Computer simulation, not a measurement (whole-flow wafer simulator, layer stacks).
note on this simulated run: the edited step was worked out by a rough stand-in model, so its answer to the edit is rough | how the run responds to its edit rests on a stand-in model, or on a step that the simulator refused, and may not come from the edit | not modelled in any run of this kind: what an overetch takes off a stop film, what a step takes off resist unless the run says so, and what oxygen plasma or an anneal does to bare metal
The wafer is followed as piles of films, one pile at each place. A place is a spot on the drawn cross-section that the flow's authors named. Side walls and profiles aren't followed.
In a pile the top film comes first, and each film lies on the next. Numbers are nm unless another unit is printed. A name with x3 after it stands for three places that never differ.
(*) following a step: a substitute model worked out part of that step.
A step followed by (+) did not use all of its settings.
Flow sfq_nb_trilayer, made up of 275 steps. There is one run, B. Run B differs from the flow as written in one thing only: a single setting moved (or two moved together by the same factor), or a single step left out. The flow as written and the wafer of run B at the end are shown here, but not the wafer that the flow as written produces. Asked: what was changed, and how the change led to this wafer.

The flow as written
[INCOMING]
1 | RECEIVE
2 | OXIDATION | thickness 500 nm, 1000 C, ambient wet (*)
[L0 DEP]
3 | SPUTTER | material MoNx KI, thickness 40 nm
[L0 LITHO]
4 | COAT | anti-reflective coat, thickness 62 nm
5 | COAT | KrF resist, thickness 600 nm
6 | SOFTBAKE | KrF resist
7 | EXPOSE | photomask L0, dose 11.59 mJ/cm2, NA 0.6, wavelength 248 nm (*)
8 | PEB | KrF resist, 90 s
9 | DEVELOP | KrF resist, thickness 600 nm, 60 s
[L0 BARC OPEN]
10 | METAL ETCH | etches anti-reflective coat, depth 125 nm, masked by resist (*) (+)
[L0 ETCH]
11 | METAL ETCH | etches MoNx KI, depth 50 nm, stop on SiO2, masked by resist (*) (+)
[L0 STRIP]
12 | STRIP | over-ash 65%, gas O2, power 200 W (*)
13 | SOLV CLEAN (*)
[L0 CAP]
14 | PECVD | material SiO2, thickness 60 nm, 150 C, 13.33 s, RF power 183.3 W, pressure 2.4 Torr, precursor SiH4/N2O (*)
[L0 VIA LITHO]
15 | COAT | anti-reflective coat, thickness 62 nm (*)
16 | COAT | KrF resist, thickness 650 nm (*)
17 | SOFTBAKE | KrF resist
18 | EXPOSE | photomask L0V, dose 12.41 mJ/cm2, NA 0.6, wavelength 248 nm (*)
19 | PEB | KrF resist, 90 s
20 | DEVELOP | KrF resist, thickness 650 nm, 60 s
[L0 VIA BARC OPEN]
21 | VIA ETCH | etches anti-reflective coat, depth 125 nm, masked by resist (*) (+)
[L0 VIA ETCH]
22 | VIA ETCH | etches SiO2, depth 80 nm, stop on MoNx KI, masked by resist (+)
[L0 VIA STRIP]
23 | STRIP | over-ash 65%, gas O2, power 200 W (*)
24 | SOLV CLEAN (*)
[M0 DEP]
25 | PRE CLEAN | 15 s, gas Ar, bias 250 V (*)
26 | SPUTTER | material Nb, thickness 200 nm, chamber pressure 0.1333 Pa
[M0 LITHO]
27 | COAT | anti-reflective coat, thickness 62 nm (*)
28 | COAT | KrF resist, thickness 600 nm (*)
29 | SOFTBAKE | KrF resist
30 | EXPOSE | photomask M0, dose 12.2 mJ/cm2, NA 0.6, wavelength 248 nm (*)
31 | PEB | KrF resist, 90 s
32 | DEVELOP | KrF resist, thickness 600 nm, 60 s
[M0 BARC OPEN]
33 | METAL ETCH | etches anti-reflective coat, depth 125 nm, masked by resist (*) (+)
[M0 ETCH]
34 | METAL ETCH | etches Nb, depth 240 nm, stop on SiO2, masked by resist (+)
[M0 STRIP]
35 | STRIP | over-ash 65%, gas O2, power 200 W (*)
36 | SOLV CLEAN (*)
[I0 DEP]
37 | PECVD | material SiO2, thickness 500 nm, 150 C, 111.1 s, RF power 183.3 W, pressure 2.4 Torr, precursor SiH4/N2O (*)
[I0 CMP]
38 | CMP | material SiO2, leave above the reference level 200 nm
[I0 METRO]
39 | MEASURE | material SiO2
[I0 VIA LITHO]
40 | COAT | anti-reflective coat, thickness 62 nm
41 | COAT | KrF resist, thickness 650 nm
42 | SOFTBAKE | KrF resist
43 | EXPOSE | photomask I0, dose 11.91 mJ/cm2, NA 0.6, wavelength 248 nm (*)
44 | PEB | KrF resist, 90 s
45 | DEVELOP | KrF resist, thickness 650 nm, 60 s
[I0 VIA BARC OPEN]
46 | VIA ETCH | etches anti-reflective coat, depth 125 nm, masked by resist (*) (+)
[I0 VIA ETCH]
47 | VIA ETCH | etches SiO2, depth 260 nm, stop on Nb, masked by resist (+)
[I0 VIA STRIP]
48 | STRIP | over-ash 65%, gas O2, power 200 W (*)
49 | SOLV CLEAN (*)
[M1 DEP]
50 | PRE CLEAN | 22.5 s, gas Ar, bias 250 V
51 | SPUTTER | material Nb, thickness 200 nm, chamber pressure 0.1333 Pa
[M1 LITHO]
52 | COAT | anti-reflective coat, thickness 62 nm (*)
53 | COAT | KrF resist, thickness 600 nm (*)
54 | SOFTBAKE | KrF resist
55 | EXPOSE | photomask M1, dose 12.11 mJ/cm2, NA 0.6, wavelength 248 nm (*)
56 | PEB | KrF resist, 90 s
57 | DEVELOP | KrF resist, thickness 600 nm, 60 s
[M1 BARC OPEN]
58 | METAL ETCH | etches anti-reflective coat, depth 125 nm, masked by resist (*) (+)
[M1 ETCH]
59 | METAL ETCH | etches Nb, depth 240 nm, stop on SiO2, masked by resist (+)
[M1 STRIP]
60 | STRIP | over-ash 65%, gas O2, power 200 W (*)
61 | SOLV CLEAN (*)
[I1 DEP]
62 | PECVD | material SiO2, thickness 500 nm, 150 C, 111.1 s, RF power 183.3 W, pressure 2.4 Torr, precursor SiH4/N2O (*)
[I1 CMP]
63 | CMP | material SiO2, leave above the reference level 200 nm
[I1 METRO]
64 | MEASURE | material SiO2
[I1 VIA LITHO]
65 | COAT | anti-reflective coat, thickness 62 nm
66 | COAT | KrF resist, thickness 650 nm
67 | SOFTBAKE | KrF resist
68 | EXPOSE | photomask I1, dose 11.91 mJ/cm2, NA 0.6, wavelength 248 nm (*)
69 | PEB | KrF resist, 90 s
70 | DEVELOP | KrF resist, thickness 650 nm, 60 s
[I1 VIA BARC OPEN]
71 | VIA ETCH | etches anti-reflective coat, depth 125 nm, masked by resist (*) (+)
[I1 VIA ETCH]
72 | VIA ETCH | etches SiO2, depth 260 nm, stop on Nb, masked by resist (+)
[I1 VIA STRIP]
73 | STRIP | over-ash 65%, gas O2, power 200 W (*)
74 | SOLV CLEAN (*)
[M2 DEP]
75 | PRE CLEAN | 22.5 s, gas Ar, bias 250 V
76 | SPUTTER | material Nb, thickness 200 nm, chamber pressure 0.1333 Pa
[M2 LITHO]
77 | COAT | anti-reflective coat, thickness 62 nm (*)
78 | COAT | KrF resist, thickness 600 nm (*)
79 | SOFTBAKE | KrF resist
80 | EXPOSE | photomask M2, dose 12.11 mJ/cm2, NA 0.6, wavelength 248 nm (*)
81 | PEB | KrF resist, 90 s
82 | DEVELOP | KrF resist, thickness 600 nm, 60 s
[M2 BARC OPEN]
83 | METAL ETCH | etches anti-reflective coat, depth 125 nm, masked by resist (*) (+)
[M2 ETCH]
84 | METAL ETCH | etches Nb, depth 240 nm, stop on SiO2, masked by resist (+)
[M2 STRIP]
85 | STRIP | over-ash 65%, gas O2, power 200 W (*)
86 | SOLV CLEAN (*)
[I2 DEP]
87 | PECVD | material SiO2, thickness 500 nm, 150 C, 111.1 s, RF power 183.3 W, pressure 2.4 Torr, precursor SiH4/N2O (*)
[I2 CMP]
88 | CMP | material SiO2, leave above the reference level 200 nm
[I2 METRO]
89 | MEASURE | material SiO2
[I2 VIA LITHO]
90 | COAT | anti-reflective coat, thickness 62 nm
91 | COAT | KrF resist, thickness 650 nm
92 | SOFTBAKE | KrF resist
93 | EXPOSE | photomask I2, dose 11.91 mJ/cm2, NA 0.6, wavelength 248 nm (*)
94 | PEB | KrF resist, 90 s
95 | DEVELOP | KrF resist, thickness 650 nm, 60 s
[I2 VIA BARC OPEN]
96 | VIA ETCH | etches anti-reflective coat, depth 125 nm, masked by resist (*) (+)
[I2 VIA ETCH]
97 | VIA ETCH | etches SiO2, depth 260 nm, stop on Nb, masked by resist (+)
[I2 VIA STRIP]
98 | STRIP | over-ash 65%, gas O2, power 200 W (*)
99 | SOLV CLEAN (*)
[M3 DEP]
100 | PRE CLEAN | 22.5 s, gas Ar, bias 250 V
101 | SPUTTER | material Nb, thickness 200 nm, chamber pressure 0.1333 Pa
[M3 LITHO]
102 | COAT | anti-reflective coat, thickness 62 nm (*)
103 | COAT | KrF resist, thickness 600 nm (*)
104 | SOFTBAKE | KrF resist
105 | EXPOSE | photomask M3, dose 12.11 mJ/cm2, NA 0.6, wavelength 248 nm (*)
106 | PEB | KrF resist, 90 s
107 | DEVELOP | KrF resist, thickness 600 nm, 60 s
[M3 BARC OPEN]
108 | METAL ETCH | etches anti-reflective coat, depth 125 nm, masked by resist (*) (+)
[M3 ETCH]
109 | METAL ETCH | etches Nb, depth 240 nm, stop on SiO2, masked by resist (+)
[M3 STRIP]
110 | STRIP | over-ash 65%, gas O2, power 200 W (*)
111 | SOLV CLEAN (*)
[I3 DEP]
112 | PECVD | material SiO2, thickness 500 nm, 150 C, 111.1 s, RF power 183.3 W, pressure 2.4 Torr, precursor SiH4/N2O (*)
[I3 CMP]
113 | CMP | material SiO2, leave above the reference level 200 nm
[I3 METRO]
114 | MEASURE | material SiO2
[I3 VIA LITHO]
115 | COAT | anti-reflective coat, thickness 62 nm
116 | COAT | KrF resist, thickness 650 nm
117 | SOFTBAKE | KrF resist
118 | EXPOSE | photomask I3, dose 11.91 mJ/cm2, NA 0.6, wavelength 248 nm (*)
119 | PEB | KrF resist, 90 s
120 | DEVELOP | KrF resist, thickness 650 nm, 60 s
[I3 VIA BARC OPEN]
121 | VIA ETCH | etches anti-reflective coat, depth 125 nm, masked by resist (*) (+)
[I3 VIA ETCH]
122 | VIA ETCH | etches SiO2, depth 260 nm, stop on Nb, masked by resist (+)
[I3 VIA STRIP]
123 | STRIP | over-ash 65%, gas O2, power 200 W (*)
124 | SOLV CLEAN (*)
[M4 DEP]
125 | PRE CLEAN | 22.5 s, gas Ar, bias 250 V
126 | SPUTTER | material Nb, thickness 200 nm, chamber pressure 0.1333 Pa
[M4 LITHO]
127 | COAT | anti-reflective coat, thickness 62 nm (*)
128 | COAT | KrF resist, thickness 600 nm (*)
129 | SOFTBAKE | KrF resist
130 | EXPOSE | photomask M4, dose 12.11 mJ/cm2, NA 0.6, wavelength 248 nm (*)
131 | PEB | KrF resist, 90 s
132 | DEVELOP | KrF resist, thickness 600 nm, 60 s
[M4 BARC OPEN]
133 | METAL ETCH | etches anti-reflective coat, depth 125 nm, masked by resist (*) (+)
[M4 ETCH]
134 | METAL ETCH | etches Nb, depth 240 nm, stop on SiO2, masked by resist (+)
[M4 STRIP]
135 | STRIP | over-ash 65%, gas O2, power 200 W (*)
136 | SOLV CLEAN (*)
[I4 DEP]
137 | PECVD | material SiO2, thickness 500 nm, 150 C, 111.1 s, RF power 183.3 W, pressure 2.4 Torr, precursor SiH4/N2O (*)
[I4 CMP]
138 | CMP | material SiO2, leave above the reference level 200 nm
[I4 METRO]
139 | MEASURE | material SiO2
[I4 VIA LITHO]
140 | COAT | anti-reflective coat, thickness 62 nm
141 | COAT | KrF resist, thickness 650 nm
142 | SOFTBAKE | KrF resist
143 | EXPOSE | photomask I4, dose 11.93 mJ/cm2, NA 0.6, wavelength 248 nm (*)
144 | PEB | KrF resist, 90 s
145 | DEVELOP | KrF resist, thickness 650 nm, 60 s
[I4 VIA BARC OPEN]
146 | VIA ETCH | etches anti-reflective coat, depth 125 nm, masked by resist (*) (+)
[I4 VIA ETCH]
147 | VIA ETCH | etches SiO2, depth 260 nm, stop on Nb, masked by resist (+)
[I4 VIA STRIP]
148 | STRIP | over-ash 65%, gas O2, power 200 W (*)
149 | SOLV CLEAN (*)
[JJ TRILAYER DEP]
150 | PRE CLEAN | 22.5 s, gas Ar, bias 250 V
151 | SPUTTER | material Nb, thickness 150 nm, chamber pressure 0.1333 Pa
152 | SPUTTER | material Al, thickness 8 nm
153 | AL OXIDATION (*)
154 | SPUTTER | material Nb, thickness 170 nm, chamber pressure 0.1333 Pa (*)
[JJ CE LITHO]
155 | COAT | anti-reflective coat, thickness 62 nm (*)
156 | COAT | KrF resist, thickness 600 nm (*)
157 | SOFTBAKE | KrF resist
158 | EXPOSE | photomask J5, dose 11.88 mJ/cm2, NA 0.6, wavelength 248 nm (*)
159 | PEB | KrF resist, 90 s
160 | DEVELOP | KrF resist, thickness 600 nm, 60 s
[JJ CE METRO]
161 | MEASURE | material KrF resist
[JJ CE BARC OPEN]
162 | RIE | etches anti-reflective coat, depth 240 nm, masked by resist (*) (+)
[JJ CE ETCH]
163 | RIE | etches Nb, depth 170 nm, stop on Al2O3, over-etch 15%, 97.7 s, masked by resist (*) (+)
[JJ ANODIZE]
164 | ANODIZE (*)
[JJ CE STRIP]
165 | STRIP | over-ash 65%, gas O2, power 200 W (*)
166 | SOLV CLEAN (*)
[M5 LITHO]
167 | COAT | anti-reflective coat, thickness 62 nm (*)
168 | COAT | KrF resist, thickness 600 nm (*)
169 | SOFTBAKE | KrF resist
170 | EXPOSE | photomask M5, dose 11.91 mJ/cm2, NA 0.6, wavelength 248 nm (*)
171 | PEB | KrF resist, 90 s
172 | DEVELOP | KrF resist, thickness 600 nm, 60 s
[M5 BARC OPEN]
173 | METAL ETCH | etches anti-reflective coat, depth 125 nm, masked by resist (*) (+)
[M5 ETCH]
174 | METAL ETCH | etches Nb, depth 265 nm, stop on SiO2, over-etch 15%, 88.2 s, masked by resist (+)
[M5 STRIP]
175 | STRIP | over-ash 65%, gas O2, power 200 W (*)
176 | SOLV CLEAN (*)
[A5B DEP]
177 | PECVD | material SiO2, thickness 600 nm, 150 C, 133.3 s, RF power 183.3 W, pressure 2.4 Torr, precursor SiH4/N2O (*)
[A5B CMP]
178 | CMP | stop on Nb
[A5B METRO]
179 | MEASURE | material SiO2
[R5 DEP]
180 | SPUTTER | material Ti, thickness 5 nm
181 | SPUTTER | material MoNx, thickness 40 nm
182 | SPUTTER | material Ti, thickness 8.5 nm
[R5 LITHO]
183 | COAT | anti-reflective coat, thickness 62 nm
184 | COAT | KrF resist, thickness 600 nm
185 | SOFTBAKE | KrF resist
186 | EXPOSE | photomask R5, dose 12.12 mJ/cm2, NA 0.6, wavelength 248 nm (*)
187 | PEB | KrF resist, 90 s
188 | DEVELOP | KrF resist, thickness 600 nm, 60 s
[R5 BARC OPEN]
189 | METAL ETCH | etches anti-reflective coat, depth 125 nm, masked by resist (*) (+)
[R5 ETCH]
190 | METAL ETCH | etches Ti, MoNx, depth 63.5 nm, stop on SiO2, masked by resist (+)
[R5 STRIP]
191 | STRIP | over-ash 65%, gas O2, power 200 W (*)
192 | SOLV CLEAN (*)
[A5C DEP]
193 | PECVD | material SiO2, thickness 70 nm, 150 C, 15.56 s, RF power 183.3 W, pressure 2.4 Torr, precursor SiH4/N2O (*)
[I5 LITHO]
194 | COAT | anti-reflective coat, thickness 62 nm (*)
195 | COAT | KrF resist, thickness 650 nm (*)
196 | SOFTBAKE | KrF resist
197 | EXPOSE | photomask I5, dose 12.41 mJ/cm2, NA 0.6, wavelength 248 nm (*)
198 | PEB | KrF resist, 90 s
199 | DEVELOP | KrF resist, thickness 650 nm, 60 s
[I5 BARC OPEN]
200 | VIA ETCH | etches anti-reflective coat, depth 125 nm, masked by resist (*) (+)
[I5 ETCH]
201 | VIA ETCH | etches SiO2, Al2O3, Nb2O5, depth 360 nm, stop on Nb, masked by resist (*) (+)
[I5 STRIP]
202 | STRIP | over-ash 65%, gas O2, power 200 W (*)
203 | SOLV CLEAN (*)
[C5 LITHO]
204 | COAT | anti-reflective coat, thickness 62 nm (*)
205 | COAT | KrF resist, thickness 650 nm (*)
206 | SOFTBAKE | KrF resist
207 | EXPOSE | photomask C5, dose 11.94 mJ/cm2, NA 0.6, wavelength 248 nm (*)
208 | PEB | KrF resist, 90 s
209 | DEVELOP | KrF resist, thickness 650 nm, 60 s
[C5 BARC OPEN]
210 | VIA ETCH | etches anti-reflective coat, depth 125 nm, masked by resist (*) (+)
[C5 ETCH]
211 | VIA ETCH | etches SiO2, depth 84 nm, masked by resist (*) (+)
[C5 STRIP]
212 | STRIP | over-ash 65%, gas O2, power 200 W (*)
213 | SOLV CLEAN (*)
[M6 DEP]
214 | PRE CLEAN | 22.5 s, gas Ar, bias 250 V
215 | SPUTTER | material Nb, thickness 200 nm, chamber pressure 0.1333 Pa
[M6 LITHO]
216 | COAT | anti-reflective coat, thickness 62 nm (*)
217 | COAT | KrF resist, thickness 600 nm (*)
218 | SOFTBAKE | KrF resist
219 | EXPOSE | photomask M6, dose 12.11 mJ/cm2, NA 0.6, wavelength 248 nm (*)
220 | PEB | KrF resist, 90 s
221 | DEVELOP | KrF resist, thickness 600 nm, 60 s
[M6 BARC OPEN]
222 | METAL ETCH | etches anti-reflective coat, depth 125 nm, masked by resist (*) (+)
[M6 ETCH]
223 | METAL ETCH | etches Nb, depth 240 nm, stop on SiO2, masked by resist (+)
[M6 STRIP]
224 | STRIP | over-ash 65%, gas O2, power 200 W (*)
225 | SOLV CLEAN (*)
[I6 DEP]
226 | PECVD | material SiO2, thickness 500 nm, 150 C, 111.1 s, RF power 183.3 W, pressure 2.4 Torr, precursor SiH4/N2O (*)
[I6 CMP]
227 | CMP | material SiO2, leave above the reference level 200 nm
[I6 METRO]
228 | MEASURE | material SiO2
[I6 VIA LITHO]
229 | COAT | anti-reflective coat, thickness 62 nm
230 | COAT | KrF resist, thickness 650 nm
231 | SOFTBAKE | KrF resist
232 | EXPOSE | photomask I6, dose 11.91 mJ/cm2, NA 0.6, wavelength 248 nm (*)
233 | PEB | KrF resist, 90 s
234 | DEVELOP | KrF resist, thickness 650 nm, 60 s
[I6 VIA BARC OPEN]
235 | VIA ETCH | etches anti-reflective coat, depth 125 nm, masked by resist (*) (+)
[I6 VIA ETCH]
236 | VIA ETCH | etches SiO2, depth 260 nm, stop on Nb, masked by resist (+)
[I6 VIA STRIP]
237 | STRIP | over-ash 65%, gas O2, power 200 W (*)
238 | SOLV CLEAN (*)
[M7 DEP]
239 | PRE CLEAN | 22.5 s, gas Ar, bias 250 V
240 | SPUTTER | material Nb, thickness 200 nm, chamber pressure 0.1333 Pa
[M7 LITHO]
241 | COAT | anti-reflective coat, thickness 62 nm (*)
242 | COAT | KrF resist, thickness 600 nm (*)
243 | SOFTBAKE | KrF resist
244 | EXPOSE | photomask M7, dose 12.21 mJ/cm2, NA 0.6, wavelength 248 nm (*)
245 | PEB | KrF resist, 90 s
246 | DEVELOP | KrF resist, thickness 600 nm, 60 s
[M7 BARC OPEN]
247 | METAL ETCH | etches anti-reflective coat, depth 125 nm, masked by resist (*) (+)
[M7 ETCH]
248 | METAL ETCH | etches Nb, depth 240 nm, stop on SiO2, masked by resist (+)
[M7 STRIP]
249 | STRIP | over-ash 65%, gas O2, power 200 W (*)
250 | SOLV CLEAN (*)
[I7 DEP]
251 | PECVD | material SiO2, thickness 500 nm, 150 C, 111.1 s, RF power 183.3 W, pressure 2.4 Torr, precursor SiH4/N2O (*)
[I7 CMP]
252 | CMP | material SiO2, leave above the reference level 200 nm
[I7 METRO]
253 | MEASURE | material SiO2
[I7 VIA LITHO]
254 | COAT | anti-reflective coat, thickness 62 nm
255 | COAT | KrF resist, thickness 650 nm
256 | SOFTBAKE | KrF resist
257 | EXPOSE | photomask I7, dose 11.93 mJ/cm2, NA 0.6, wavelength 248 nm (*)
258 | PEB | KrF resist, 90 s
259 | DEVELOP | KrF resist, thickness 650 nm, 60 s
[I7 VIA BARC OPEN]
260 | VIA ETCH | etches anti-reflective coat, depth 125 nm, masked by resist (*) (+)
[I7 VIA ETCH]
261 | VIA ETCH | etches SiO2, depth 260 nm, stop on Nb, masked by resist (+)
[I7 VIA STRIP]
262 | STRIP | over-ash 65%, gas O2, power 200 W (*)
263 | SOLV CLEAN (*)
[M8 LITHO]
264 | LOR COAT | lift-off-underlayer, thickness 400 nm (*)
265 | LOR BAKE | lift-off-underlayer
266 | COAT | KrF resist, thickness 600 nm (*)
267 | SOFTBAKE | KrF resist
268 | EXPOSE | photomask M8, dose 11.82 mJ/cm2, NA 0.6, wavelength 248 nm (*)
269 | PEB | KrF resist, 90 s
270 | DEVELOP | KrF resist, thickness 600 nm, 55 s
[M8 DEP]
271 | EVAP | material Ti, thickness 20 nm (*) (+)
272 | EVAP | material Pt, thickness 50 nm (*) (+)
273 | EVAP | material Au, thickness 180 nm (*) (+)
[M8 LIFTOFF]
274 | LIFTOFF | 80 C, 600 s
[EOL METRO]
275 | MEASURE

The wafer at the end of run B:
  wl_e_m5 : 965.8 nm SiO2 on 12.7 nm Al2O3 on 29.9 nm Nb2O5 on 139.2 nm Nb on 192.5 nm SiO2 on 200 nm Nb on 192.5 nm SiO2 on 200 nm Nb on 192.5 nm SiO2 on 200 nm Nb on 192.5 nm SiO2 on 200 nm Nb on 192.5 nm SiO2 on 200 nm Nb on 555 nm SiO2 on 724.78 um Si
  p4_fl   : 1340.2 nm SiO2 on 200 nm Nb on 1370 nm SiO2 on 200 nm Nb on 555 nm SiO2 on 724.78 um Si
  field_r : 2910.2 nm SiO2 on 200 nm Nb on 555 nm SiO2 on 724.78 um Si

Cause: step 193, PECVD: thickness 34.3 nm was run, while the flow as written has thickness 70 nm; step 193, PECVD: 7.622 s was run, where the flow has 15.56 s.

How this came from the change, step by step:
  193 | PECVD | material SiO2, thickness 70 nm, 150 C, 15.56 s, RF power 183.3 W, pressure 2.4 Torr, precursor SiH4/N2O (*)
      field_l, v_sur, via_wl and 92 more: SiO2 gains 34.3 (as written it would have been: SiO2 gains 70)
      ce_l, c5j, ce_r and 8 more: SiO2 gains 34.3 (new film) (as written it would have been: SiO2 gains 70 (new film))
  201 | VIA ETCH | etches SiO2, Al2O3, Nb2O5, depth 360 nm, stop on Nb, masked by resist (*) (+)
      be: SiO2 loses 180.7 (all of it), Al2O3 loses 12.7 (all of it), Nb2O5 loses 29.9 (all of it) (as written it would have been: SiO2 loses 216.4 (all of it), Al2O3 loses 12.7 (all of it), Nb2O5 loses 29.9 (all of it))
  204 | COAT | anti-reflective coat, thickness 62 nm (*)
      wire: anti-reflective coat gains 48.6 (new film) (as written it would have been: anti-reflective coat gains 47.4 (new film))
      be: anti-reflective coat gains 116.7 (new film) (as written it would have been: anti-reflective coat gains 122.2 (new film))
      (also at 1 further place)
  205 | COAT | KrF resist, thickness 650 nm (*)
      be: KrF resist gains 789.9 (new film) (as written it would have been: KrF resist gains 815.3 (new film))
  211 | VIA ETCH | etches SiO2, depth 84 nm, masked by resist (*) (+)
      field_l, v_sur, via_wl and 101 more: KrF resist loses 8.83 (as written it would have been: KrF resist loses 14.5)
      c5j: SiO2 loses 34.2 (all of it), Nb loses 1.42 (as written it would have been: SiO2 loses 69.9 (all of it), Nb loses 1.18)
      (also at 1 further place)
  212 | STRIP | over-ash 65%, gas O2, power 200 W (*)
      wire: KrF resist loses 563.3 (all of it), anti-reflective coat loses 48.6 (all of it) (as written it would have been: KrF resist loses 555.8 (all of it), anti-reflective coat loses 47.4 (all of it))
      be: KrF resist loses 708.4 (all of it), anti-reflective coat loses 116.7 (all of it) (as written it would have been: KrF resist loses 728.2 (all of it), anti-reflective coat loses 122.2 (all of it))
      (also at 1 further place)
  215 | SPUTTER | material Nb, thickness 200 nm, chamber pressure 0.1333 Pa
      be: Nb gains 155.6 (as written it would have been: Nb gains 147.3)
      c5j: Nb gains 197.3 (as written it would have been: Nb gains 188.4)
      (also at 1 further place)
  216 | COAT | anti-reflective coat, thickness 62 nm (*)
      wire: anti-reflective coat gains 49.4 (new film) (as written it would have been: anti-reflective coat gains 48.3 (new film))
      be: anti-reflective coat gains 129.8 (new film) (as written it would have been: anti-reflective coat gains 136.7 (new film))
      (also at 9 further places)
  217 | COAT | KrF resist, thickness 600 nm (*)
      be: KrF resist gains 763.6 (new film) (as written it would have been: KrF resist gains 793.9 (new film))
      c5j: KrF resist gains 621.4 (new film) (as written it would have been: KrF resist gains 636 (new film))
      (also at 1 further place)
  224 | STRIP | over-ash 65%, gas O2, power 200 W (*)
      wire: KrF resist loses 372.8 (all of it), anti-reflective coat loses 49.4 (all of it) (as written it would have been: KrF resist loses 369.8 (all of it), anti-reflective coat loses 48.3 (all of it))
      be: KrF resist loses 545.5 (all of it), anti-reflective coat loses 129.8 (all of it) (as written it would have been: KrF resist loses 575.8 (all of it), anti-reflective coat loses 136.7 (all of it))
      (also at 9 further places)
  226 | PECVD | material SiO2, thickness 500 nm, 150 C, 111.1 s, RF power 183.3 W, pressure 2.4 Torr, precursor SiH4/N2O (*)
      be: SiO2 gains 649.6 (new film) (as written it would have been: SiO2 gains 693.5 (new film))
      c5j: SiO2 gains 500 (new film) (as written it would have been: SiO2 gains 514.7 (new film))
  227 | CMP | material SiO2, leave above the reference level 200 nm
      c5j: SiO2 loses 252.6 (as written it would have been: SiO2 loses 223)
      res: SiO2 loses 322.2 (as written it would have been: SiO2 loses 279.4)
